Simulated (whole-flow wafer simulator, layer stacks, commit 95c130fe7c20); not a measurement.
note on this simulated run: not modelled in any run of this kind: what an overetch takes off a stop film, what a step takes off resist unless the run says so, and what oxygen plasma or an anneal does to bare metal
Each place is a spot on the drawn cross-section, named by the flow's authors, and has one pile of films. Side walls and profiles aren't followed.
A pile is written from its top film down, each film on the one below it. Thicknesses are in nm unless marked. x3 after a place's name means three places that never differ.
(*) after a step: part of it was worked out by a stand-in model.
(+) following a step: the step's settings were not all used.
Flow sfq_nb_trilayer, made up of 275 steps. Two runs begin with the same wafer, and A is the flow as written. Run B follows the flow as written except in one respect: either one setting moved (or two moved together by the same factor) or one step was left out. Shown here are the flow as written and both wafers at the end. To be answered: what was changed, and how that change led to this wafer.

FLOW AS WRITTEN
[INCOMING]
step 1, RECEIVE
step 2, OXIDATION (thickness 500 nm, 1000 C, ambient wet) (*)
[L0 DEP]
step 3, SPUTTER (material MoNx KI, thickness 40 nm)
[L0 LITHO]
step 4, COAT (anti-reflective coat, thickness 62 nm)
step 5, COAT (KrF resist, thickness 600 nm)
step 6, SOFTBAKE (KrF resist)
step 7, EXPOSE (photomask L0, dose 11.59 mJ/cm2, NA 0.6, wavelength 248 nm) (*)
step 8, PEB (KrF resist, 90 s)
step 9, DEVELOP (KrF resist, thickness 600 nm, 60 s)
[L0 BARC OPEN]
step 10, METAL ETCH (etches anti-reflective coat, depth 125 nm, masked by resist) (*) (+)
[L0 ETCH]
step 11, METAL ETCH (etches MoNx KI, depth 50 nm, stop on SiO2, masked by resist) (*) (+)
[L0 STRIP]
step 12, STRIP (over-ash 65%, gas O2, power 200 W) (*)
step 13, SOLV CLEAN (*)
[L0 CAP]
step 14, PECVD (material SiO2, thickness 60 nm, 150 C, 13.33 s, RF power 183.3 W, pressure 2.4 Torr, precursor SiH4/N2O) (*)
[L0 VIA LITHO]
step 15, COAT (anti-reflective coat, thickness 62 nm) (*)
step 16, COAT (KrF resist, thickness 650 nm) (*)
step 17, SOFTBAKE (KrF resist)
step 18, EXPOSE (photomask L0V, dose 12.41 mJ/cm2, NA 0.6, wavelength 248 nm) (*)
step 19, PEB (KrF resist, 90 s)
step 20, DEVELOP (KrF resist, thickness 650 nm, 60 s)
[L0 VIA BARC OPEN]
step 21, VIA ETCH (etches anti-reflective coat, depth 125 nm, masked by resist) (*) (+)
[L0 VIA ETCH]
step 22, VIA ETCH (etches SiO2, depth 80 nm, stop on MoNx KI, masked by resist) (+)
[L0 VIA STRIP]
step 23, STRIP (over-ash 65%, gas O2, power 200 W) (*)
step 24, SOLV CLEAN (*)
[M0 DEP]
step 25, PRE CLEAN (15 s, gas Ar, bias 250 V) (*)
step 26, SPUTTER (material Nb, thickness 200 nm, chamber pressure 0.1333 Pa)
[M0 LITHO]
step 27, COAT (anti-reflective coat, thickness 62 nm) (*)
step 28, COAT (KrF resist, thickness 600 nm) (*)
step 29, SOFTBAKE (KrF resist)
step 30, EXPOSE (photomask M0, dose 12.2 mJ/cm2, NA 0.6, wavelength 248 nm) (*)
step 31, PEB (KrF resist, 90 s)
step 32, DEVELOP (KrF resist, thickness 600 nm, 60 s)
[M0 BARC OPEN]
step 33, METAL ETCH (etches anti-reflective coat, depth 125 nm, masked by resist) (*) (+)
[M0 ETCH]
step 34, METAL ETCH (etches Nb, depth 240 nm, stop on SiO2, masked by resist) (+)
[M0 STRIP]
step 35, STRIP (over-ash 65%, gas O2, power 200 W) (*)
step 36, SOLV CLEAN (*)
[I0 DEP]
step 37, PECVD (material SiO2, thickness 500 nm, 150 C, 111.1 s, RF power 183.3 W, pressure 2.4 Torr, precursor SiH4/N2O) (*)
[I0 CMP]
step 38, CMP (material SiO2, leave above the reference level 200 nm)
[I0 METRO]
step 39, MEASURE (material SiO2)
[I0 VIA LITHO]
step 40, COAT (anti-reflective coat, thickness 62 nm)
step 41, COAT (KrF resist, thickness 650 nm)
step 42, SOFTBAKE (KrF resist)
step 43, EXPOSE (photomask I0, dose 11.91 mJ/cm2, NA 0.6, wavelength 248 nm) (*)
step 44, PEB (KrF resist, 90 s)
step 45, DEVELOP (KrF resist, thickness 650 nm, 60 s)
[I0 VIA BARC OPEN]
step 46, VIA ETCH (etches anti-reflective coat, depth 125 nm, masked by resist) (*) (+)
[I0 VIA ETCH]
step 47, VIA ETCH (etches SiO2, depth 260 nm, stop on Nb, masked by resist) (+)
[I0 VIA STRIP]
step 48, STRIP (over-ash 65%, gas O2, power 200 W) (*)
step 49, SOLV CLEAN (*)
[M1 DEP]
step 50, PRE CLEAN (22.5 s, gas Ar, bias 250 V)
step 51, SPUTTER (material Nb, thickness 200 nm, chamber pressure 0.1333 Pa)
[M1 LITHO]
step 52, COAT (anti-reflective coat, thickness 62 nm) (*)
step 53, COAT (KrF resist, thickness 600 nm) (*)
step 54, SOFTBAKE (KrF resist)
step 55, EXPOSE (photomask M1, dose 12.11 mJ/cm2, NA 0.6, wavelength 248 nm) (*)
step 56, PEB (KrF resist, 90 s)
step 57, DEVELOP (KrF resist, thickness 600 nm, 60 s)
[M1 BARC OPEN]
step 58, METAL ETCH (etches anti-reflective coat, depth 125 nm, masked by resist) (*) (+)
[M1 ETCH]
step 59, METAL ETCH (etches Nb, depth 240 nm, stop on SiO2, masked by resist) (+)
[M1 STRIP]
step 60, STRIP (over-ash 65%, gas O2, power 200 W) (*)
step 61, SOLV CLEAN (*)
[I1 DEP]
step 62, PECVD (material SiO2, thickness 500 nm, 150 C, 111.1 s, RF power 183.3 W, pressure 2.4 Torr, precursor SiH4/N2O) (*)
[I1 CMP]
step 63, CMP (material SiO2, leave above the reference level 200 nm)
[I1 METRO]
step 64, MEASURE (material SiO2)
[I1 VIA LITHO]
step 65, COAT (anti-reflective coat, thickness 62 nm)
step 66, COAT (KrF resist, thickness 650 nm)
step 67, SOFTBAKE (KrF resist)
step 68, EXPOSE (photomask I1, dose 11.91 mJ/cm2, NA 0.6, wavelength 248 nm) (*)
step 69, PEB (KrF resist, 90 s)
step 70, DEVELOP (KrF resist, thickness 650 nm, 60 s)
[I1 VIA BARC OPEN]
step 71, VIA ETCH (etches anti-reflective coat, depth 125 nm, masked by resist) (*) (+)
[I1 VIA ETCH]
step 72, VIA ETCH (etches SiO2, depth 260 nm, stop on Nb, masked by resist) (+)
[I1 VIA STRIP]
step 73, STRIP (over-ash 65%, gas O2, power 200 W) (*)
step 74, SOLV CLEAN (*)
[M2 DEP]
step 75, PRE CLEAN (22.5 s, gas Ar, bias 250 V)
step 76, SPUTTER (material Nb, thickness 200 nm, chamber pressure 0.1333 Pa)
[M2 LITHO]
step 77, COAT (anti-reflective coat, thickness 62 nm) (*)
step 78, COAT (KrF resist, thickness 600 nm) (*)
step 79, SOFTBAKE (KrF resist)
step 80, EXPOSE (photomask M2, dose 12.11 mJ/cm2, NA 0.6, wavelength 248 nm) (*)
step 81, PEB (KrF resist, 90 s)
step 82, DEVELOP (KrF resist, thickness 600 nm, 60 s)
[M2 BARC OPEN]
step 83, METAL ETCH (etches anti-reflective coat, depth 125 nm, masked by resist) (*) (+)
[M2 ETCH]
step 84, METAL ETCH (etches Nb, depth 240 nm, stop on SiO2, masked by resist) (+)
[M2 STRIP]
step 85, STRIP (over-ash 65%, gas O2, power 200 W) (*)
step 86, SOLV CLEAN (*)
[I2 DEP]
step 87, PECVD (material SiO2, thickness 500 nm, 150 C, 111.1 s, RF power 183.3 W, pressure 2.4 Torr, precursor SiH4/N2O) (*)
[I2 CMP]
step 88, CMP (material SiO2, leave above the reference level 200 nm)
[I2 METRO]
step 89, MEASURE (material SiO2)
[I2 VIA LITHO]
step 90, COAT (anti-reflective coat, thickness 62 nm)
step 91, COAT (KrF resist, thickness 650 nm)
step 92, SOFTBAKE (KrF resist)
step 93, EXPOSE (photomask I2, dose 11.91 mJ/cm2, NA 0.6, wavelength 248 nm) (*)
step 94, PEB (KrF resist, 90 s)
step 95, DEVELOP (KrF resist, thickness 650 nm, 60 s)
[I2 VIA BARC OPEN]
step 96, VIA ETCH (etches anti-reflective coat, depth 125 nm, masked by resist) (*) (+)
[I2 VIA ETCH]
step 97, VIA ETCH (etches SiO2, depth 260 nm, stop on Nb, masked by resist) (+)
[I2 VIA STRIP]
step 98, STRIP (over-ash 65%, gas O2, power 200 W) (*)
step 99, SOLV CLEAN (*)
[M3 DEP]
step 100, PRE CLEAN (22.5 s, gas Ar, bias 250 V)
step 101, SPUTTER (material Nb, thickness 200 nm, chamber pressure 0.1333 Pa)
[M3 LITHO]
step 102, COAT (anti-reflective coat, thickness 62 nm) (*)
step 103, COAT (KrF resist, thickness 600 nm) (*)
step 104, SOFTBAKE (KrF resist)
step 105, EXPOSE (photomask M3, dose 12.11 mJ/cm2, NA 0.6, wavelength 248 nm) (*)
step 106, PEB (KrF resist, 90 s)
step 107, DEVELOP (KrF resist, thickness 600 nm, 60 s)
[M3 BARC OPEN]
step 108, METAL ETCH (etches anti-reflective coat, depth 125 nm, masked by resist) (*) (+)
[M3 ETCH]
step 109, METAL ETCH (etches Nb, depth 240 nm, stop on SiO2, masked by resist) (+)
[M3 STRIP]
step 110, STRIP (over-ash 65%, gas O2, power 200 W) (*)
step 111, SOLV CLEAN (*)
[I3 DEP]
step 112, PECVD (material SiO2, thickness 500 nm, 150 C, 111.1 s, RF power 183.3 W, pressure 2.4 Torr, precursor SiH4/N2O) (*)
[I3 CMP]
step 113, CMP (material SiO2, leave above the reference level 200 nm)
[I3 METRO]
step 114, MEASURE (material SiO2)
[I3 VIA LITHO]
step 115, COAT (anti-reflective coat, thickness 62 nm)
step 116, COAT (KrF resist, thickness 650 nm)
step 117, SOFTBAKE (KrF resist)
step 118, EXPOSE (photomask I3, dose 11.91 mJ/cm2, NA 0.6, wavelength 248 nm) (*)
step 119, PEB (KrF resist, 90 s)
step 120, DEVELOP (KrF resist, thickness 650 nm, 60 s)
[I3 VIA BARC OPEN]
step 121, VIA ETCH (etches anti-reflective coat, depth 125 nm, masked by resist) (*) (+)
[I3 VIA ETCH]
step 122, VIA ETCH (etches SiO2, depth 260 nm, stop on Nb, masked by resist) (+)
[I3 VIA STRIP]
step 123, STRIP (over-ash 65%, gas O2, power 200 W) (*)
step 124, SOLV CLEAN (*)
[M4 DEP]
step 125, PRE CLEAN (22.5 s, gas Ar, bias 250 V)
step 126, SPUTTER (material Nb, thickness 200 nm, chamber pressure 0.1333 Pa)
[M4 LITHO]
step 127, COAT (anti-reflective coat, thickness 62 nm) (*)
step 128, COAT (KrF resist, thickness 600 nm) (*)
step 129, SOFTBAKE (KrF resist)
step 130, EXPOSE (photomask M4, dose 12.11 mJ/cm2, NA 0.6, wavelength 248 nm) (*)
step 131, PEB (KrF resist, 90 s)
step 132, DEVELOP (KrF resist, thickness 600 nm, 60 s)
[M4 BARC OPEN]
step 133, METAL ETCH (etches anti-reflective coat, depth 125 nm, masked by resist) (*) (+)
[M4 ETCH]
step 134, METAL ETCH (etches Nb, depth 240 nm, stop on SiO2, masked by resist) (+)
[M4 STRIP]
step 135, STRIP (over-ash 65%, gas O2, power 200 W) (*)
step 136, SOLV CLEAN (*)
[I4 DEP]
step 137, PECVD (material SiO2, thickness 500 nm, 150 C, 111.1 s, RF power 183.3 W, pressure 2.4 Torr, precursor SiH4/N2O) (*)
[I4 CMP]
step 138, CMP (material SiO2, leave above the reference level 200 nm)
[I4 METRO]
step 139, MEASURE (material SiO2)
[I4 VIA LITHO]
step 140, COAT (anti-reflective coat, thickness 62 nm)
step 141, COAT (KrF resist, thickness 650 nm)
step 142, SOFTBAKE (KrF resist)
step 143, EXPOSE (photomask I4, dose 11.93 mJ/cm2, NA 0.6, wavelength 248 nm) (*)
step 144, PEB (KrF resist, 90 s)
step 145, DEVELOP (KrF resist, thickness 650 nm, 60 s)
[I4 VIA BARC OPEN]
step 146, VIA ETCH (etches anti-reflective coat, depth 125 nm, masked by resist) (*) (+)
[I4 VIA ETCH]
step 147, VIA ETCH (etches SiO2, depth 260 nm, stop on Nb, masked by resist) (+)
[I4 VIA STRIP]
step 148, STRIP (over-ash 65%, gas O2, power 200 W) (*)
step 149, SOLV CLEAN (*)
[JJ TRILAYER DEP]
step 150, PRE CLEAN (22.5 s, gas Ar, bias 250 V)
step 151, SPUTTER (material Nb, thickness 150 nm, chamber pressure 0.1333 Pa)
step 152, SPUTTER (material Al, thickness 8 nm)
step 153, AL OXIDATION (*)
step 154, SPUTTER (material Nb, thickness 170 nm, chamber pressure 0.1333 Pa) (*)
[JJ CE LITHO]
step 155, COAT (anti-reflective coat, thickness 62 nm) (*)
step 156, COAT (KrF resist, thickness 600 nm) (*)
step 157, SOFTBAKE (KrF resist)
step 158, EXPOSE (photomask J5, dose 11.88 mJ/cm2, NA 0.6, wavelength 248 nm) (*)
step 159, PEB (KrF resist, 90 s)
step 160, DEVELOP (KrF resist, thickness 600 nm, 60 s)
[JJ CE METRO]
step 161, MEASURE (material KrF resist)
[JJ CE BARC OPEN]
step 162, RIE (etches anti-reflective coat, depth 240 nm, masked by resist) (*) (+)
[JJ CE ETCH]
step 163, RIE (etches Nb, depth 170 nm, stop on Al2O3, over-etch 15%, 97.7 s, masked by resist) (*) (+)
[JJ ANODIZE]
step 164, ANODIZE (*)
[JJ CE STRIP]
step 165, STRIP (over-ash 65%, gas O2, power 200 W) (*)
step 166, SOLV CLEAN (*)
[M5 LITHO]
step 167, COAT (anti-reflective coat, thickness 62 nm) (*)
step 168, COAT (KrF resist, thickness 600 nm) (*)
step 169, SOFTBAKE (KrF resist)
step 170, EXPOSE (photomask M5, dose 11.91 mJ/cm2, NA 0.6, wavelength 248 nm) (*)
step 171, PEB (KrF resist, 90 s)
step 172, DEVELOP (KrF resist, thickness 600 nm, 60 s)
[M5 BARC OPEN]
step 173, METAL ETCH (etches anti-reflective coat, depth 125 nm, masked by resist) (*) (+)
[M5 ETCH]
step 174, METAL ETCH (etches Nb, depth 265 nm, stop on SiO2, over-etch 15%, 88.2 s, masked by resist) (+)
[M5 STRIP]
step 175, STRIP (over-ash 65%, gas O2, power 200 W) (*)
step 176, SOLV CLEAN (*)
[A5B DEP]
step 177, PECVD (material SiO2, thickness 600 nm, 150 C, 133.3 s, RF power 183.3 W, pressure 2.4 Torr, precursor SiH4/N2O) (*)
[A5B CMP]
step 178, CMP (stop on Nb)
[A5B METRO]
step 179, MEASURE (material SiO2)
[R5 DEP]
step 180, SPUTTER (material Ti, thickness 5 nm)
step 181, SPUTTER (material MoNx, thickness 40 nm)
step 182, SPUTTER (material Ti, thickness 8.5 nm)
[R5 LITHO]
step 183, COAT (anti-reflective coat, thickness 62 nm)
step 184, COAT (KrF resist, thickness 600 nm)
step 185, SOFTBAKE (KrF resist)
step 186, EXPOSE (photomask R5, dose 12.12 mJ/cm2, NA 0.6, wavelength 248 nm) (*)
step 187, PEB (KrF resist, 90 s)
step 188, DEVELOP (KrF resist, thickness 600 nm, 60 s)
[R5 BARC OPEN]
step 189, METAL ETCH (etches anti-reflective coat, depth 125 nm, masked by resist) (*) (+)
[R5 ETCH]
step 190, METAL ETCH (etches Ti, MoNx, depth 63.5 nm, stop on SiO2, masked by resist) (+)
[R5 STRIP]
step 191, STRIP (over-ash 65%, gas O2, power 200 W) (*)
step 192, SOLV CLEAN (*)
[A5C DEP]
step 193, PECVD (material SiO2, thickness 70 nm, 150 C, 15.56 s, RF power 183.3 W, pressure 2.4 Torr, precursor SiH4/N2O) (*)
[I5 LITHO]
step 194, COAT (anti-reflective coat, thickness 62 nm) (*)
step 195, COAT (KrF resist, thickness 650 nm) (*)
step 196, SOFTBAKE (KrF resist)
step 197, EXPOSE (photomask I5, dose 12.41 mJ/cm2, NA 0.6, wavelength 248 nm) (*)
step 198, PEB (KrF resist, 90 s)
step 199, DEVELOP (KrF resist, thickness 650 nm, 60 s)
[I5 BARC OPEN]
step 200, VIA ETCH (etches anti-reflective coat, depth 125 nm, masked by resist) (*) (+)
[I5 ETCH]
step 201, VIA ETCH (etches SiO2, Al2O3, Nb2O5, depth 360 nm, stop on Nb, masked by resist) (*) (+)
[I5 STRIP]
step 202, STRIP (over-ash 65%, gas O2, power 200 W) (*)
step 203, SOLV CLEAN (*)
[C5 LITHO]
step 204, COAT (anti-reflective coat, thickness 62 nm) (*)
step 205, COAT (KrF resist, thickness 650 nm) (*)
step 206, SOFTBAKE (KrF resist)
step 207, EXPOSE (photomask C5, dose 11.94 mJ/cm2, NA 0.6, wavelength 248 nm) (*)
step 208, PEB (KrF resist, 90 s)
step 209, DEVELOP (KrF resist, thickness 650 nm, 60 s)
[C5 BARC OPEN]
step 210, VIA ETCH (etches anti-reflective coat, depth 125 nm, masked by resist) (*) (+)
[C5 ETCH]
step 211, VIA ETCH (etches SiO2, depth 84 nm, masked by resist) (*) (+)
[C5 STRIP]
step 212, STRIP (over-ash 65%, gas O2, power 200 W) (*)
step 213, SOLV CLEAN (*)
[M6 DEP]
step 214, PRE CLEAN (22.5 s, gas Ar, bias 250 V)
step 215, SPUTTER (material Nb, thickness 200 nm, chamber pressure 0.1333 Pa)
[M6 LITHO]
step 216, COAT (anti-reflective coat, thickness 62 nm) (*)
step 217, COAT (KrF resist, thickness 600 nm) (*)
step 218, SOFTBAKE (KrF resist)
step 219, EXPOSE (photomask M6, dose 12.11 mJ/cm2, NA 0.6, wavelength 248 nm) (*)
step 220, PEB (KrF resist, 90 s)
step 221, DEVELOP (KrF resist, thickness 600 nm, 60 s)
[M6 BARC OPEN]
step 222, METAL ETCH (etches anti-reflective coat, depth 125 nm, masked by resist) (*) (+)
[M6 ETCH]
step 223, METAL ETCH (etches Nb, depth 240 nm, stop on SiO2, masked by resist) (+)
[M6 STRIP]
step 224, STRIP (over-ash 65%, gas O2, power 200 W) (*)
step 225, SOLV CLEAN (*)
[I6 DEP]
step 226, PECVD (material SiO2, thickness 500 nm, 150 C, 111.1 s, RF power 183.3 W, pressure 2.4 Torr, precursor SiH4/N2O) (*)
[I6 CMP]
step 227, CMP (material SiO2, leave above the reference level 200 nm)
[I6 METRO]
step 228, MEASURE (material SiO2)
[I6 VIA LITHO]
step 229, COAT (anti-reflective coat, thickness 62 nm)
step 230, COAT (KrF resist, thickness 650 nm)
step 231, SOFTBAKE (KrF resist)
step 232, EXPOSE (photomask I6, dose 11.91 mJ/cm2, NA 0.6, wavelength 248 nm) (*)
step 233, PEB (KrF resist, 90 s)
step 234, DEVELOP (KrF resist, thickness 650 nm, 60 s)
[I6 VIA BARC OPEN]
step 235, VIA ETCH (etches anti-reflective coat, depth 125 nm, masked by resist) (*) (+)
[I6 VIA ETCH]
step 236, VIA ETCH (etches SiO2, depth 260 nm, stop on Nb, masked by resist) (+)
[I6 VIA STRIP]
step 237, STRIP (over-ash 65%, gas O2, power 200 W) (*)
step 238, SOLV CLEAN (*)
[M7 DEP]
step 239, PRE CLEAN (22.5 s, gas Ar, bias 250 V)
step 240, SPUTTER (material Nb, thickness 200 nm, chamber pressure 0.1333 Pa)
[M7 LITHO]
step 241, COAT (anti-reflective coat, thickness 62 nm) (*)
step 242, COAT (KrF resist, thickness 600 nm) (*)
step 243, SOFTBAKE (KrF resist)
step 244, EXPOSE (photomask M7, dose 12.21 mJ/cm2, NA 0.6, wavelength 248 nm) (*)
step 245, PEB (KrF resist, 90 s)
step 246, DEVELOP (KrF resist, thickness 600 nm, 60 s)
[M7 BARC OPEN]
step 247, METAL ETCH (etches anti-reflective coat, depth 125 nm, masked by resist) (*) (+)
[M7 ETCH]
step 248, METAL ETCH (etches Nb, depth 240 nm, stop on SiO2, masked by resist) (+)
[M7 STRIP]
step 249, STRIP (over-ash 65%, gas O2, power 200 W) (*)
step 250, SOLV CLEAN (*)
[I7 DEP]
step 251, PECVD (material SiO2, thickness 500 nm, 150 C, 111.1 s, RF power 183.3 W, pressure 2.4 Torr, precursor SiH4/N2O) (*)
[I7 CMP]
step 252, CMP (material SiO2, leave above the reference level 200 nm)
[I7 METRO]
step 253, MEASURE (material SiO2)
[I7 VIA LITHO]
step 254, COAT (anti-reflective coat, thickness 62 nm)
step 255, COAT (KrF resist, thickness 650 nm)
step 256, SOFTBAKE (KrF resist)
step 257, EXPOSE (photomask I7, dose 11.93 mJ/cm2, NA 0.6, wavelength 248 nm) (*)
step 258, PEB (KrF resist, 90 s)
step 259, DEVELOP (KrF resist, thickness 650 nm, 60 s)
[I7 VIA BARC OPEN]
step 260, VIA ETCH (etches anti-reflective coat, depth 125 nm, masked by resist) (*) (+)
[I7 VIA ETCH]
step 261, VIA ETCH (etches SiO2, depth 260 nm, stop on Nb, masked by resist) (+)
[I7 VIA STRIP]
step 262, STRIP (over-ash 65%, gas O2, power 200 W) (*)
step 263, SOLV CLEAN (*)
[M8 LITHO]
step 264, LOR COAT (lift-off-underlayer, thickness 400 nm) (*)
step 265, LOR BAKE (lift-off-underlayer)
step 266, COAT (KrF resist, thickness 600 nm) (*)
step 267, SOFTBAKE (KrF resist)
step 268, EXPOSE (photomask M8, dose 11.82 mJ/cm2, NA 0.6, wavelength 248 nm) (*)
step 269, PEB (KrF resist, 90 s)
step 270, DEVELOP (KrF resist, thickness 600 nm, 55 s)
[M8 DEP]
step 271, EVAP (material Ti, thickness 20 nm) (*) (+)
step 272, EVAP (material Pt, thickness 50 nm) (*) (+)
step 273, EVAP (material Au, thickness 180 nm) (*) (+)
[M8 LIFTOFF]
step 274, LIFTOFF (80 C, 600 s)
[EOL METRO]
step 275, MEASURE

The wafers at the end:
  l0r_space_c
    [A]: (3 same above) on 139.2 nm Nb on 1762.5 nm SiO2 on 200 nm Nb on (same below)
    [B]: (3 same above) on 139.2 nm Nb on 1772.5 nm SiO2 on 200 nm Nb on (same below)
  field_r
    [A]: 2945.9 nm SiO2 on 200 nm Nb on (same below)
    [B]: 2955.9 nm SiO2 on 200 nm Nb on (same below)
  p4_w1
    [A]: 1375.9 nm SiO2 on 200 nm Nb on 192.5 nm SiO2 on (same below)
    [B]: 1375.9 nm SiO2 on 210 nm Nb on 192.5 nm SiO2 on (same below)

The reason: step 126, SPUTTER: thickness 210 nm was run, while the flow as written has thickness 200 nm.
One can read it off the wafer: p4_w1 has Nb 210, and step 126 as written asks for 200 nm.

Step by step, how the change led to this:
  step 126, SPUTTER (material Nb, thickness 200 nm, chamber pressure 0.1333 Pa)
      field_l, v_sur, via_wl and 102 more: A Nb gains 200 (new film) | B Nb gains 210 (new film)
      via_v: A Nb gains 165.5 | B Nb gains 173.9
  step 134, METAL ETCH (etches Nb, depth 240 nm, stop on SiO2, masked by resist) (+)
      field_l, be, be_sur and 64 more: A Nb loses 200 (all of it) | B Nb loses 210 (all of it)
  step 138, CMP (material SiO2, leave above the reference level 200 nm)
      field_l, be, be_sur and 55 more: A SiO2 loses 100 | B SiO2 loses 90
      lsp_r, l0_sur, l0v: A SiO2 loses 91.9 | B SiO2 loses 81.5
